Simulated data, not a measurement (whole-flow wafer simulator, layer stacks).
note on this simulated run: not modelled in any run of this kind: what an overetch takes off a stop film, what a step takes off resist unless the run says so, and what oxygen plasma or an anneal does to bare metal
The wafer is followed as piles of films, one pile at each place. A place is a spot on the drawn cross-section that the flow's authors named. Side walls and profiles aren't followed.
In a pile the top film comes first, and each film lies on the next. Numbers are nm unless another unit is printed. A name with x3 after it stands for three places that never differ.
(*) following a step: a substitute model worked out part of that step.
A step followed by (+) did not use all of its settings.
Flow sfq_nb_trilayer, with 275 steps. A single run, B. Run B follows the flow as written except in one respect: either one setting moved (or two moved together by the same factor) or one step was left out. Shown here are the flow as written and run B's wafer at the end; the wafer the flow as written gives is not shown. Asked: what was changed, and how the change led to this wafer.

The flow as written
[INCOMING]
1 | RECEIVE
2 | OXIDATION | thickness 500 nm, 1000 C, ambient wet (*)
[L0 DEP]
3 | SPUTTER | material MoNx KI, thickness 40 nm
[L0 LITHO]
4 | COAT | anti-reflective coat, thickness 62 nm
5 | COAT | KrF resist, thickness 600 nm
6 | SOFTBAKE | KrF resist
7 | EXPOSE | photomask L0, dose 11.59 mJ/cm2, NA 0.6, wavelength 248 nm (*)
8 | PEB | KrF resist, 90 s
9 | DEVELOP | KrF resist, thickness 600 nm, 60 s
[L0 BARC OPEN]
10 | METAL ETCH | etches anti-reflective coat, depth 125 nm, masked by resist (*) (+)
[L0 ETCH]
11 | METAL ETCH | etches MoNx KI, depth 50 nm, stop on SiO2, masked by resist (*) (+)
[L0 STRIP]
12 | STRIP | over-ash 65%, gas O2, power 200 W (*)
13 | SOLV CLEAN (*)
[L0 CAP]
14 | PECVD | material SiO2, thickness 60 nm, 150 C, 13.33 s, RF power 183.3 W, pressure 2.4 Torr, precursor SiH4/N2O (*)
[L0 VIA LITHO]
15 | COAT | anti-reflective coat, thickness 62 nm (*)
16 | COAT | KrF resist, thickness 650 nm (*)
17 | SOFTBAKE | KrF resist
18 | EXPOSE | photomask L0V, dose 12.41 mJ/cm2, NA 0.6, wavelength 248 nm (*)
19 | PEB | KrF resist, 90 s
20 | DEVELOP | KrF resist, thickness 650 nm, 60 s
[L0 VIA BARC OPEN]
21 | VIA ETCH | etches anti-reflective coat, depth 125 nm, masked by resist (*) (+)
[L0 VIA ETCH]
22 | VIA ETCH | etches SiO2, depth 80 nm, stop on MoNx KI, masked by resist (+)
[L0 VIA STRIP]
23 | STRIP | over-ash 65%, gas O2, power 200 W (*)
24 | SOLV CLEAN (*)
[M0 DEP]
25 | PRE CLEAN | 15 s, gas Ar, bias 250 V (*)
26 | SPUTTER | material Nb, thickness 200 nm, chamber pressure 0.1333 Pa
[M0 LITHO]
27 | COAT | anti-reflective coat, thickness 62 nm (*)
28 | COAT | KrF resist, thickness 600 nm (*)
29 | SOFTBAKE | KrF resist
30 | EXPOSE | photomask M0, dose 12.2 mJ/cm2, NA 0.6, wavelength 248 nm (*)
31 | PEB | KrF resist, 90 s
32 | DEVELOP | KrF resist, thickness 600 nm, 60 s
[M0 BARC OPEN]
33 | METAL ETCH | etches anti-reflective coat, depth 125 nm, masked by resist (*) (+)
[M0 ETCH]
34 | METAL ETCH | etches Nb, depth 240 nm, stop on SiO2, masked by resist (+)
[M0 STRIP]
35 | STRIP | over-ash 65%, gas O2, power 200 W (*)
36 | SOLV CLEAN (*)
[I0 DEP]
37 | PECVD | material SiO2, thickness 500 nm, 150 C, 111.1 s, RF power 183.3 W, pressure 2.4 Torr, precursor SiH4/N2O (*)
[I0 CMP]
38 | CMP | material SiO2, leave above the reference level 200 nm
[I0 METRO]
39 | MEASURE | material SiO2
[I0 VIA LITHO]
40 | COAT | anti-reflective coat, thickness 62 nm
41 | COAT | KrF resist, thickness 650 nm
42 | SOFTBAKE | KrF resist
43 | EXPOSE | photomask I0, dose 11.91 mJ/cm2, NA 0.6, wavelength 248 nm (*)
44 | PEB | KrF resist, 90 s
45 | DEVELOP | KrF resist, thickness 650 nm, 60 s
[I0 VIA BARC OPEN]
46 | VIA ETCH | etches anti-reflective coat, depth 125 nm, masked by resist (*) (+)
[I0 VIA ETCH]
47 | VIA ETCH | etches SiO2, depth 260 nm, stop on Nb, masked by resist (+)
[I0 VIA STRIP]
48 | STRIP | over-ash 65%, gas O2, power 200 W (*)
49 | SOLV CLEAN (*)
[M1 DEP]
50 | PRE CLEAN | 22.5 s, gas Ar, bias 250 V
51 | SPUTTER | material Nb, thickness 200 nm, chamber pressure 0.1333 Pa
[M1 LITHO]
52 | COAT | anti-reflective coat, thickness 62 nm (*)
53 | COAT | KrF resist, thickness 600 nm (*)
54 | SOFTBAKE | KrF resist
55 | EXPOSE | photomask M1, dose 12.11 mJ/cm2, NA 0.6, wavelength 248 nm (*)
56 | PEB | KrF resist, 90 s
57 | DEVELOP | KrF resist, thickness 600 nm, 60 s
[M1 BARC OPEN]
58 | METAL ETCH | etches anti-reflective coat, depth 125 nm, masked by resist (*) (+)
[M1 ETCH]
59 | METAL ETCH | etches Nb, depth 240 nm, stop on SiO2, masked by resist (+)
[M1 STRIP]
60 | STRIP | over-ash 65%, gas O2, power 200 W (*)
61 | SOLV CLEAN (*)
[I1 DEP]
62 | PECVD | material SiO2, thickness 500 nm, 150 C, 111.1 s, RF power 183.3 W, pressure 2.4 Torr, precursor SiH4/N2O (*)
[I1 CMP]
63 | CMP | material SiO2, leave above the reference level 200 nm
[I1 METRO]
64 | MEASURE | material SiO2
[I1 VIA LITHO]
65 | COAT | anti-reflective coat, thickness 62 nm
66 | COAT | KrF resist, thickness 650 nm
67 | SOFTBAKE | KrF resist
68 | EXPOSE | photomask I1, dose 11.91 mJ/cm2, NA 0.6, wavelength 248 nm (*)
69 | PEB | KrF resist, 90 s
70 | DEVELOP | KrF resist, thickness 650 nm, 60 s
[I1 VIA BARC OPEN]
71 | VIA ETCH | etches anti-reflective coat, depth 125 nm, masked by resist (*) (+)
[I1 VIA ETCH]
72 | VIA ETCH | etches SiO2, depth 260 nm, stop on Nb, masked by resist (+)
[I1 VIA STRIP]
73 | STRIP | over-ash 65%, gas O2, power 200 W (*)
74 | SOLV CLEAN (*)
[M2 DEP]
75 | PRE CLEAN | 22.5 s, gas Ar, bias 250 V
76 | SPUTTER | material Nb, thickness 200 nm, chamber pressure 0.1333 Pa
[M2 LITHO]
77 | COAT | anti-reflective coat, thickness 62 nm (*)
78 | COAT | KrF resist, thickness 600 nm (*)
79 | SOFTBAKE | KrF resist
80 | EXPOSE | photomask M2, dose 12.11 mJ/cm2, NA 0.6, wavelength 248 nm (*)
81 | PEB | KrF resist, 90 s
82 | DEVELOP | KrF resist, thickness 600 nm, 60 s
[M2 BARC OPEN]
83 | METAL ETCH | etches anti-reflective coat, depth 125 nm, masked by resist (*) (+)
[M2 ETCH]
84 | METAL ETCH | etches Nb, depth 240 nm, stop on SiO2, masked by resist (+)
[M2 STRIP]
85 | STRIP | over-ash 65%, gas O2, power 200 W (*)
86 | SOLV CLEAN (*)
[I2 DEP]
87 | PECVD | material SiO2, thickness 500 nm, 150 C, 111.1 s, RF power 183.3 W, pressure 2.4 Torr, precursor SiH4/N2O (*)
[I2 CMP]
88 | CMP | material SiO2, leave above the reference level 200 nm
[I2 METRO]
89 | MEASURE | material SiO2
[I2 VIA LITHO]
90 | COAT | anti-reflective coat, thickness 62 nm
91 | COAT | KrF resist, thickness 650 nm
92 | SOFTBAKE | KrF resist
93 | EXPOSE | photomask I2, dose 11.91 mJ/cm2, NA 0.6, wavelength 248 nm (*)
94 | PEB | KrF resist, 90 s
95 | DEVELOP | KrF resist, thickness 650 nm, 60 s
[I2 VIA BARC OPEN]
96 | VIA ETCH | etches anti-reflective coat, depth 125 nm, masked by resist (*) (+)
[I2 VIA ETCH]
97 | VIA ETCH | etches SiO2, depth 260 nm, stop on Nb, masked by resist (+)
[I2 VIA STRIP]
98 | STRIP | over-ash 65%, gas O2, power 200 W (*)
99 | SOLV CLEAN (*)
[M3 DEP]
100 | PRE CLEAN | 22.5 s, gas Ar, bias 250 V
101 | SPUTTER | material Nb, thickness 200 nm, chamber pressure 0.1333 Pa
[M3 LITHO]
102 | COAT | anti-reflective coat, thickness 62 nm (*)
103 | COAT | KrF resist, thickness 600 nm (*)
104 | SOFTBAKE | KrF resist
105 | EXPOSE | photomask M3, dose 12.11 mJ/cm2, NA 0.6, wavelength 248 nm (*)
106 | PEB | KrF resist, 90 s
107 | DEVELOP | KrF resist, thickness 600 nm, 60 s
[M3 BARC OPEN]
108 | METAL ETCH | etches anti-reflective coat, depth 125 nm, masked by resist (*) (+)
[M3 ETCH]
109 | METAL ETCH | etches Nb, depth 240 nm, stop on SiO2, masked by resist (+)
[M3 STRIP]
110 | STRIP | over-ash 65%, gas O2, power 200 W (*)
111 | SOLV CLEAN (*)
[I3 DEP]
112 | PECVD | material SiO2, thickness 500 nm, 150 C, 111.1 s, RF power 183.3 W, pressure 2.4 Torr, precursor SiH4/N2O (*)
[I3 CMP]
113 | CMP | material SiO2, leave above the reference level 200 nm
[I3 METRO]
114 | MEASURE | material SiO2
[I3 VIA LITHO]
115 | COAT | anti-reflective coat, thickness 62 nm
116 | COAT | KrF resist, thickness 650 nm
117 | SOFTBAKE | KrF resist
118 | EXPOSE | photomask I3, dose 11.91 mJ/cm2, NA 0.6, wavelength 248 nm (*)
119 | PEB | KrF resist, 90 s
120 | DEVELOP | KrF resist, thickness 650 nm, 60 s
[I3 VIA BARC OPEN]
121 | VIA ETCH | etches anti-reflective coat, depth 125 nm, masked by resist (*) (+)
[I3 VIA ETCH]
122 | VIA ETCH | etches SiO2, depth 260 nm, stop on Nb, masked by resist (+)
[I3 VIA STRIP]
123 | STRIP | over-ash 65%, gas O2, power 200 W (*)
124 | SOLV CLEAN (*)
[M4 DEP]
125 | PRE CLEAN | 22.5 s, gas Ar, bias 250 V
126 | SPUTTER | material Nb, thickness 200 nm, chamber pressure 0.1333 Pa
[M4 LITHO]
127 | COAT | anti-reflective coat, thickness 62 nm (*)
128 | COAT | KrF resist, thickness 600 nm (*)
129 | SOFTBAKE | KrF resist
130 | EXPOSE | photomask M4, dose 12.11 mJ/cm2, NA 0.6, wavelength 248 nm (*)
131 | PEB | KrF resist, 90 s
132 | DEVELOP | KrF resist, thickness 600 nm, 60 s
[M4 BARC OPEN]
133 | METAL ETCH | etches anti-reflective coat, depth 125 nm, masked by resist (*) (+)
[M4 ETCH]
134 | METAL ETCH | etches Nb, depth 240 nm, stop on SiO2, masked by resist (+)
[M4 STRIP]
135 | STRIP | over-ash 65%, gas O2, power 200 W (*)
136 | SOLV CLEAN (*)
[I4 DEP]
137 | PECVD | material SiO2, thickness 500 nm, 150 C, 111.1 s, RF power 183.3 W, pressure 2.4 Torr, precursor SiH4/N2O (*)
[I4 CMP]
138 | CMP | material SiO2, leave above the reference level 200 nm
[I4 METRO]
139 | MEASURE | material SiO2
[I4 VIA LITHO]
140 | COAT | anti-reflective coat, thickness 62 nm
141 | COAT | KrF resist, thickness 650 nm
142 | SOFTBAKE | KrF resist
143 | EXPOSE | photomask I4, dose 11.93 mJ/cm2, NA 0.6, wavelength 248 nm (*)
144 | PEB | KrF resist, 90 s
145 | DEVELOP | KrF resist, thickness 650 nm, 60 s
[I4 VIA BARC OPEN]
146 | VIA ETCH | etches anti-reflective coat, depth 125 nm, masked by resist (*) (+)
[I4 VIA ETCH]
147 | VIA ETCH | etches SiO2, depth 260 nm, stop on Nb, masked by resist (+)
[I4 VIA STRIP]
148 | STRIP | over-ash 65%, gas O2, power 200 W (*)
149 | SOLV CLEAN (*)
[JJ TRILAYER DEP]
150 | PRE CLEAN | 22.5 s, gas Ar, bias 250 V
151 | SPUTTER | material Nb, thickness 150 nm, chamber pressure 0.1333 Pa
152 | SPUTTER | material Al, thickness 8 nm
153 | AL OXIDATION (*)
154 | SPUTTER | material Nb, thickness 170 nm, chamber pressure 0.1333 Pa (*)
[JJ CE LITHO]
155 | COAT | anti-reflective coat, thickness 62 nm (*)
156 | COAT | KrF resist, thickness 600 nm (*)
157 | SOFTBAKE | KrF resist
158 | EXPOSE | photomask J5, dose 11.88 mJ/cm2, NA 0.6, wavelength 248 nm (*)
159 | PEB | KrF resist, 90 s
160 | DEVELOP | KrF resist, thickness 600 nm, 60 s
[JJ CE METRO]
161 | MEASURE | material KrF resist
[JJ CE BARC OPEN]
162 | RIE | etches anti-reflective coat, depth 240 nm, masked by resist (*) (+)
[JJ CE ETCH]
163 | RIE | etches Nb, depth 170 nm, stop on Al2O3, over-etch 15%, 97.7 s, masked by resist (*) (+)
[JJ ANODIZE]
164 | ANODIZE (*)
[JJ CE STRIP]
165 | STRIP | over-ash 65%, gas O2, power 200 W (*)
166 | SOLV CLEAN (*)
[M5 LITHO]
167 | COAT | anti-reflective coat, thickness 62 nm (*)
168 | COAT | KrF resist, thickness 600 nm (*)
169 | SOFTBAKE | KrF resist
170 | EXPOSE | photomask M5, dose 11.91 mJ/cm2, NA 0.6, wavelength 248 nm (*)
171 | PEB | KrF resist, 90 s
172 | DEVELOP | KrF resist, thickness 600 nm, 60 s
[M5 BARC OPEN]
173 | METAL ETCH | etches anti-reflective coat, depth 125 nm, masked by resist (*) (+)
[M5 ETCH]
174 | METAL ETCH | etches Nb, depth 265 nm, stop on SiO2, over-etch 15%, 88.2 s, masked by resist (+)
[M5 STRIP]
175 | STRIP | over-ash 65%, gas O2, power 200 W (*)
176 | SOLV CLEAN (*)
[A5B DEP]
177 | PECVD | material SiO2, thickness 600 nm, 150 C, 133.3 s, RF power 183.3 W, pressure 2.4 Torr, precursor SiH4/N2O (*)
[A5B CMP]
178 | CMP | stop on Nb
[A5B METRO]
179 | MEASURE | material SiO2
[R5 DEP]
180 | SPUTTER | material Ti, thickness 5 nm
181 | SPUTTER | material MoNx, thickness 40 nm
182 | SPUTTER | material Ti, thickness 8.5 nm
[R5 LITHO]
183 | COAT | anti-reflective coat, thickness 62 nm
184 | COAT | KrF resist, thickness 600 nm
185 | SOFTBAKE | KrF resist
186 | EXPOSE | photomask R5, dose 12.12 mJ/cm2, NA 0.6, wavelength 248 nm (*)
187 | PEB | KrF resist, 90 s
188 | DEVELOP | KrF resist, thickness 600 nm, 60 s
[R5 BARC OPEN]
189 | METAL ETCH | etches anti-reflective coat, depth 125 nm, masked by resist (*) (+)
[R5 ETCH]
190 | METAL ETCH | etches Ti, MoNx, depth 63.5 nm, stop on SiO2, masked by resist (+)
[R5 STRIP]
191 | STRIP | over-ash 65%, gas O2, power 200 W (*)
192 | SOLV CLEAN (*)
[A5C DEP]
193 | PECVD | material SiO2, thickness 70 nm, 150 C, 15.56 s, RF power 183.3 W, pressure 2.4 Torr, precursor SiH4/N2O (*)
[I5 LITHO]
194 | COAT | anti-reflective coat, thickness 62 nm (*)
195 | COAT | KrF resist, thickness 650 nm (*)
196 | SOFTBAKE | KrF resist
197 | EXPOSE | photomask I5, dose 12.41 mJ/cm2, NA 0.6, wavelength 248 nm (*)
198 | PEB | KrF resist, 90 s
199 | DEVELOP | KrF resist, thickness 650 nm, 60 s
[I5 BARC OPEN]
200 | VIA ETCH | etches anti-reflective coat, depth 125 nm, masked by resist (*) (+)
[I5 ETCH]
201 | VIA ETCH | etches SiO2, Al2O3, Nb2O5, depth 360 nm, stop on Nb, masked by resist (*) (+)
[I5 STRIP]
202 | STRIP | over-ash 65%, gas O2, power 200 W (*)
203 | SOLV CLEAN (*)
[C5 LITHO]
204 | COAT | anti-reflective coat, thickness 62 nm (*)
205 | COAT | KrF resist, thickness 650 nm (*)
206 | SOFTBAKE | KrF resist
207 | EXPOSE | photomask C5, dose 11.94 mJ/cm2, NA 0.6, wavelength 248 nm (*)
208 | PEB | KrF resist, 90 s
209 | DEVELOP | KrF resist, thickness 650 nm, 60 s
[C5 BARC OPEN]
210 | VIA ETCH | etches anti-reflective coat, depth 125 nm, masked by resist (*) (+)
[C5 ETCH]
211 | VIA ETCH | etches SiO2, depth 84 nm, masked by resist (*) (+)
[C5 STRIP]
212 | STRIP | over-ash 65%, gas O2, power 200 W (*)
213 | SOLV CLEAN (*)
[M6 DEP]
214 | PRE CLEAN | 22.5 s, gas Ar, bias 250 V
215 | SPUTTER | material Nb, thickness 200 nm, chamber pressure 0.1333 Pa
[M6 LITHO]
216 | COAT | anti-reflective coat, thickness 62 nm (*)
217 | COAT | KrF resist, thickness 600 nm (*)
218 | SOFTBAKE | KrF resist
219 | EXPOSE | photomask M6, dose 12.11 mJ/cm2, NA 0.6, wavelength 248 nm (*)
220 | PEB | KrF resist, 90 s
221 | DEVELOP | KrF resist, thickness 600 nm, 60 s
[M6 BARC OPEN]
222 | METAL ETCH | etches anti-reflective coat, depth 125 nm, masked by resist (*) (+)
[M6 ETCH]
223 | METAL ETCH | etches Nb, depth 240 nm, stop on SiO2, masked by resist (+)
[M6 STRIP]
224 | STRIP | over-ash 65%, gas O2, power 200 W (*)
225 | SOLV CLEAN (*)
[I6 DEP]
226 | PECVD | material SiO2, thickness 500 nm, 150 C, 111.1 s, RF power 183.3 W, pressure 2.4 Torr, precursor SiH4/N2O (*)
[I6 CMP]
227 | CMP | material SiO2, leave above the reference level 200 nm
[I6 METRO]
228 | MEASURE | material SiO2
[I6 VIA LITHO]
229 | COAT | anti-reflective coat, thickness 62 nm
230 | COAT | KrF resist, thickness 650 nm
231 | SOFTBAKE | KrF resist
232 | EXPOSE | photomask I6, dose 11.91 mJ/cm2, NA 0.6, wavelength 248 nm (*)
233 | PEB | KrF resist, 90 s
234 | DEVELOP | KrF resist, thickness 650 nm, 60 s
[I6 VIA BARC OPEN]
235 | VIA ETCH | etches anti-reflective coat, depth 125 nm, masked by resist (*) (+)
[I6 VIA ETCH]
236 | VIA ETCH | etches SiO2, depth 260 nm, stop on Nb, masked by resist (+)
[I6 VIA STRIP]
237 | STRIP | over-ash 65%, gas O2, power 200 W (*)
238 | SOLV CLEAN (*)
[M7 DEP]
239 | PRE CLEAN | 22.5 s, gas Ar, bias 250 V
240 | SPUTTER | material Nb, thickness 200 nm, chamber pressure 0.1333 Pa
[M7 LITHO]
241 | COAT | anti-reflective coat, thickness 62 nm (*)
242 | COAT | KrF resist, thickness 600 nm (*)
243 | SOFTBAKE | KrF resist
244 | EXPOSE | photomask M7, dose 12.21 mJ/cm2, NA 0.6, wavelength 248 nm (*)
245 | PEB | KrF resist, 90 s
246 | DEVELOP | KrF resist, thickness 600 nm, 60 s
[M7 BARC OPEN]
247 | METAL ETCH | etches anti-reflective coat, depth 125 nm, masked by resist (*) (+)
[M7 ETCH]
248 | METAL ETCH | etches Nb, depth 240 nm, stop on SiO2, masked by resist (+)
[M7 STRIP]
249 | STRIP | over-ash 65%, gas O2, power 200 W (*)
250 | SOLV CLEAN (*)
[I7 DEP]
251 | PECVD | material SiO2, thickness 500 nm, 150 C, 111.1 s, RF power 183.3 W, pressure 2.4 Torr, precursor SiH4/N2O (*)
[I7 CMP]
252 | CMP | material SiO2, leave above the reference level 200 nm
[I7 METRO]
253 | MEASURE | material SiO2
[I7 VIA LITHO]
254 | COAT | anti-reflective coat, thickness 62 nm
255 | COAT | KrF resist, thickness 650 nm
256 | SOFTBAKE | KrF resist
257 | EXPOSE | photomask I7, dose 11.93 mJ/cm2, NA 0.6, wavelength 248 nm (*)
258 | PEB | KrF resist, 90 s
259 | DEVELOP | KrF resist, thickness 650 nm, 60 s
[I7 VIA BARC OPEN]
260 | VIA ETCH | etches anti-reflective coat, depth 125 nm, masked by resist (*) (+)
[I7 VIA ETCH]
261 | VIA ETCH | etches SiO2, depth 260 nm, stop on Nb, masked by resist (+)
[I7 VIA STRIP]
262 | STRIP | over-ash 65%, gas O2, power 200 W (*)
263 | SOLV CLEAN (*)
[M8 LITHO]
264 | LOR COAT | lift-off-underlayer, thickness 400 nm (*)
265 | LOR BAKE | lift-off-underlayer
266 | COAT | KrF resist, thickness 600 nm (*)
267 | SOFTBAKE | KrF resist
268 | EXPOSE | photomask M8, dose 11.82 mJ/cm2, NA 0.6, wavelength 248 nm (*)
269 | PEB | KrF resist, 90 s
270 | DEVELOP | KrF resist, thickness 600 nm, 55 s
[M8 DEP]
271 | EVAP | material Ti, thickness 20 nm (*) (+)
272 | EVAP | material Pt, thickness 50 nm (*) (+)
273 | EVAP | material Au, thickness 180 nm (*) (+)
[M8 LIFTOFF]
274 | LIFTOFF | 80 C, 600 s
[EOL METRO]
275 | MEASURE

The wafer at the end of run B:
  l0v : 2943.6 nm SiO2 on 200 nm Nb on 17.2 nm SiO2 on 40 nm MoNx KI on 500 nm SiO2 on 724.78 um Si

Cause: step 22, VIA ETCH: depth 37.6 nm was run, though the flow has depth 80 nm.

The path from the change to this, step by step:
  22 | VIA ETCH | etches SiO2, depth 80 nm, stop on MoNx KI, masked by resist (+)
      l0v: -37.6 SiO2 (as written it would have been: -59.8 SiO2 (all of it))
      field_l, v_sur, via_wl and 102 more: -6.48 KrF resist (as written it would have been: -13.8 KrF resist)
  25 | PRE CLEAN | 15 s, gas Ar, bias 250 V (*)
      l0v: -5 SiO2 (as written it would have been: -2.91 MoNx KI)
  26 | SPUTTER | material Nb, thickness 200 nm, chamber pressure 0.1333 Pa
      l0v: +200 Nb (new film) (as written it would have been: +195.7 Nb (new film))
  27 | COAT | anti-reflective coat, thickness 62 nm (*)
      l0_sur: +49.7 anti-reflective coat (new film) (as written it would have been: +47.5 anti-reflective coat (new film))
      l0v: +71.5 anti-reflective coat (new film) (as written it would have been: +78 anti-reflective coat (new film))
  28 | COAT | KrF resist, thickness 600 nm (*)
      l0v: +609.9 KrF resist (new film) (as written it would have been: +622.9 KrF resist (new film))
  35 | STRIP | over-ash 65%, gas O2, power 200 W (*)
      l0_sur: -373.4 KrF resist (all of it), -49.7 anti-reflective coat (all of it) (as written it would have been: -372 KrF resist (all of it), -47.5 anti-reflective coat (all of it))
      l0v: -392.3 KrF resist (all of it), -71.5 anti-reflective coat (all of it) (as written it would have been: -405.3 KrF resist (all of it), -78 anti-reflective coat (all of it))
  38 | CMP | material SiO2, leave above the reference level 200 nm
      l0v: -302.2 SiO2 (as written it would have been: -277.8 SiO2)
Taking metal films that touch as one body, l0v has 2 bodies (between them, from the top down: SiO2 17.2); the flow as written gives 1 body.
